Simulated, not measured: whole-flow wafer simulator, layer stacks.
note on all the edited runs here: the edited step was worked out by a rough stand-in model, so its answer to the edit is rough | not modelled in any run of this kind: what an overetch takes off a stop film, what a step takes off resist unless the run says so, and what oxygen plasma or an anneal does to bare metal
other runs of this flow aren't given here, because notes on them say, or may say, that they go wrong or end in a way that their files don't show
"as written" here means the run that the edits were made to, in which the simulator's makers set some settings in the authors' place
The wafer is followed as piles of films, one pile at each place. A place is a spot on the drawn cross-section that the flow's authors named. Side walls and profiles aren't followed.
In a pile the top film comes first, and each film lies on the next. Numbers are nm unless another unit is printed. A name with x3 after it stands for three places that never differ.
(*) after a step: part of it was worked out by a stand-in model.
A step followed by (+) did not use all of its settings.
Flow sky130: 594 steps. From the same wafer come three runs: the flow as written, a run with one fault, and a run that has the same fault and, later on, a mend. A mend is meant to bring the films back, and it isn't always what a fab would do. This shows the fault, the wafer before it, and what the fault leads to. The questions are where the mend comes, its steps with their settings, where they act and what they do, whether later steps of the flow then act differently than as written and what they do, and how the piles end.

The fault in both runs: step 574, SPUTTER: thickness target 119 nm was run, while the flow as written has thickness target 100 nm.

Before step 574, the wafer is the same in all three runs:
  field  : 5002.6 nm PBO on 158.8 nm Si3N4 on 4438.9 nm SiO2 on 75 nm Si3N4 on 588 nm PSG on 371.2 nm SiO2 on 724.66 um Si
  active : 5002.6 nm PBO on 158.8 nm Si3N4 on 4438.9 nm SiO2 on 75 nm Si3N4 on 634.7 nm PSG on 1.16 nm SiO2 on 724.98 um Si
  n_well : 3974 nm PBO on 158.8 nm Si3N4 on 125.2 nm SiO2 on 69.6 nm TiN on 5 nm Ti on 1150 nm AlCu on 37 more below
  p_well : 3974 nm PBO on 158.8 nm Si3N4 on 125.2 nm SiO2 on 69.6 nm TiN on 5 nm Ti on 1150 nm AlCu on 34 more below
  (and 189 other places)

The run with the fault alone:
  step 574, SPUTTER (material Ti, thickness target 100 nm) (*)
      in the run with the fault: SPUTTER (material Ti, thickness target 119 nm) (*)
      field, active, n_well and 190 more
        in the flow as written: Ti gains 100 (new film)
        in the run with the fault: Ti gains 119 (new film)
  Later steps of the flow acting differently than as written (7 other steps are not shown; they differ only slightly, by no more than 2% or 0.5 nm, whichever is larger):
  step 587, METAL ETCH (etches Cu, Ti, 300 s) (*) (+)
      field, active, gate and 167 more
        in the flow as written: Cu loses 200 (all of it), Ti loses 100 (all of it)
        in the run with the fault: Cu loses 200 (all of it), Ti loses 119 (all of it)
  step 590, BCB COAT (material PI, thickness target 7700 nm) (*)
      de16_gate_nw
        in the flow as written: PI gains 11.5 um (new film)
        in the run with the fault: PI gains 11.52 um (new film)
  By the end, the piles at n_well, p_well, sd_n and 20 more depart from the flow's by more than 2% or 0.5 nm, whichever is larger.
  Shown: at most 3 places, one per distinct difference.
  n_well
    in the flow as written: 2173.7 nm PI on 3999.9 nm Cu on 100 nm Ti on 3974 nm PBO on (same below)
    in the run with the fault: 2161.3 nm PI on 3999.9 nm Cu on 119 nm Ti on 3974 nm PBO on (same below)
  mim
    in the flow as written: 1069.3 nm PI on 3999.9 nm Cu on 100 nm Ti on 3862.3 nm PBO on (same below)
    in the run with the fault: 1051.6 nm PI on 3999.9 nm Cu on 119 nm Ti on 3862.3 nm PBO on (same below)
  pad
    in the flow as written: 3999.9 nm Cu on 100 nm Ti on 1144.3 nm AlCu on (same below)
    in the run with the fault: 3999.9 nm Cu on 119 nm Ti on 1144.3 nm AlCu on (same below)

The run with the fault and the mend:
  The mend stands after step 574.
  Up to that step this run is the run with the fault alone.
  step 574a, ETCH (chemistry CF4/O2, etches Si3N4, SiO2, TiN, Ti, depth target 19 nm) (the flow's step 554 again, with other settings)
      field, active, n_well and 190 more
        Ti loses 19
  Every later step of the flow that is run acts as written, at every place that is followed, to within 2% or 0.5 nm, whichever is larger.
  The piles end the same as the flow's at every place that both follow.
